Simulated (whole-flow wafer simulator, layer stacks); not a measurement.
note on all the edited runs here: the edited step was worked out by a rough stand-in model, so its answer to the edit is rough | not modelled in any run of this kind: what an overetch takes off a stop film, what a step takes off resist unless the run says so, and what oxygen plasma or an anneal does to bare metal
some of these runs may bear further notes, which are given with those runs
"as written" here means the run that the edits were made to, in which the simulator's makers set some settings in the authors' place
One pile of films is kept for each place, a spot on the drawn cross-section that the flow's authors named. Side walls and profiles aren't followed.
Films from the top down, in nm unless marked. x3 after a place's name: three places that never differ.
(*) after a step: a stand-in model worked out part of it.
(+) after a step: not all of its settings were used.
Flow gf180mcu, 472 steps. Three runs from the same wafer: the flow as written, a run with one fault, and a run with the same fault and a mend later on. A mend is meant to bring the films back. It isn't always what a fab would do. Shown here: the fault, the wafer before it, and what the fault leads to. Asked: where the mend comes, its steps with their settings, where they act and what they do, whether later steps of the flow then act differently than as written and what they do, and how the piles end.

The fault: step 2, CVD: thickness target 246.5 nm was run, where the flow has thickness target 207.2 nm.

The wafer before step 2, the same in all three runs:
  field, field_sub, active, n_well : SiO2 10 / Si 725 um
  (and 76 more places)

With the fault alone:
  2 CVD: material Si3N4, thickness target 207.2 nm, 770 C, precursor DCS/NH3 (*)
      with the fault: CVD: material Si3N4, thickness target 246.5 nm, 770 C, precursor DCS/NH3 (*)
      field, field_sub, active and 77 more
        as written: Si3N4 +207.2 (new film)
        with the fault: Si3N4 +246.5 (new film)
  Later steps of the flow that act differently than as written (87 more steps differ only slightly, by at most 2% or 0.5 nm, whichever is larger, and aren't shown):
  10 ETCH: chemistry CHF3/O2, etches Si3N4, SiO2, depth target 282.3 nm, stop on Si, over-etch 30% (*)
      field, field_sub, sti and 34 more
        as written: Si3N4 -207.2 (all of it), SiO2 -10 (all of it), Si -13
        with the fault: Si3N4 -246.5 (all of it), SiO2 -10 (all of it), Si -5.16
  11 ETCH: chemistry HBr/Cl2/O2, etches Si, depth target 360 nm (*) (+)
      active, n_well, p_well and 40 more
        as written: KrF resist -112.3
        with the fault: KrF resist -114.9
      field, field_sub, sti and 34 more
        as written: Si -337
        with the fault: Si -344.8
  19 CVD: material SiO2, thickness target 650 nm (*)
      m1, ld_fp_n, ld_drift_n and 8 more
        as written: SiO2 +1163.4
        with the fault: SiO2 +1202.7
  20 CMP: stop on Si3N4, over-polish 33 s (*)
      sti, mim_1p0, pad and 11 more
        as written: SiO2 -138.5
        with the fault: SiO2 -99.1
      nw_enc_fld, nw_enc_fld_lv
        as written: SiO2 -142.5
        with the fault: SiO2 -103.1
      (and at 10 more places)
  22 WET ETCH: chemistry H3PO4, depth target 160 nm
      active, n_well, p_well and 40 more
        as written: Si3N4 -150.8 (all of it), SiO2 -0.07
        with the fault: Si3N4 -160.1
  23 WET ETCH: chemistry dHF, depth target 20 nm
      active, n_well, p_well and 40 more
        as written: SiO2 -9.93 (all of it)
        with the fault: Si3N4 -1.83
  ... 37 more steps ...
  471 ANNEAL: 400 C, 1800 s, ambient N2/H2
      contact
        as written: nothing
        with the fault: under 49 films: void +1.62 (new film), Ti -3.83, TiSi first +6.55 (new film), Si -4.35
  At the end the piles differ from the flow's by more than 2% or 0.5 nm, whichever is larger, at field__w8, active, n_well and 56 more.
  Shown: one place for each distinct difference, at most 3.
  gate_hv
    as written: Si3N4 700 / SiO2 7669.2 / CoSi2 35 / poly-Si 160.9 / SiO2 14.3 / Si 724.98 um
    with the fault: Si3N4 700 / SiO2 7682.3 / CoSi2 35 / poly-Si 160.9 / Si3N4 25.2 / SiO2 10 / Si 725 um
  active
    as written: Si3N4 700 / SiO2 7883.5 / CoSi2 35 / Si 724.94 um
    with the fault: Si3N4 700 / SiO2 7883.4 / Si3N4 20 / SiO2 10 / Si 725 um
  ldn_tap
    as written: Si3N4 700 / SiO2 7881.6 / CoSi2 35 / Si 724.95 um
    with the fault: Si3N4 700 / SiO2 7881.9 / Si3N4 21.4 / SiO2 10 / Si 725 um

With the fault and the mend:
  The mend comes after step 2.
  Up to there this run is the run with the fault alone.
  2a WET ETCH: chemistry H3PO4, depth target 39.36 nm, 160 C
      field, field_sub, active and 77 more
        Si3N4 -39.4
  No later step of the flow acts differently than as written, at any place that is followed, by more than 2% or 0.5 nm, whichever is larger.
  At the end the piles are the same as the flow's at every place that both follow.
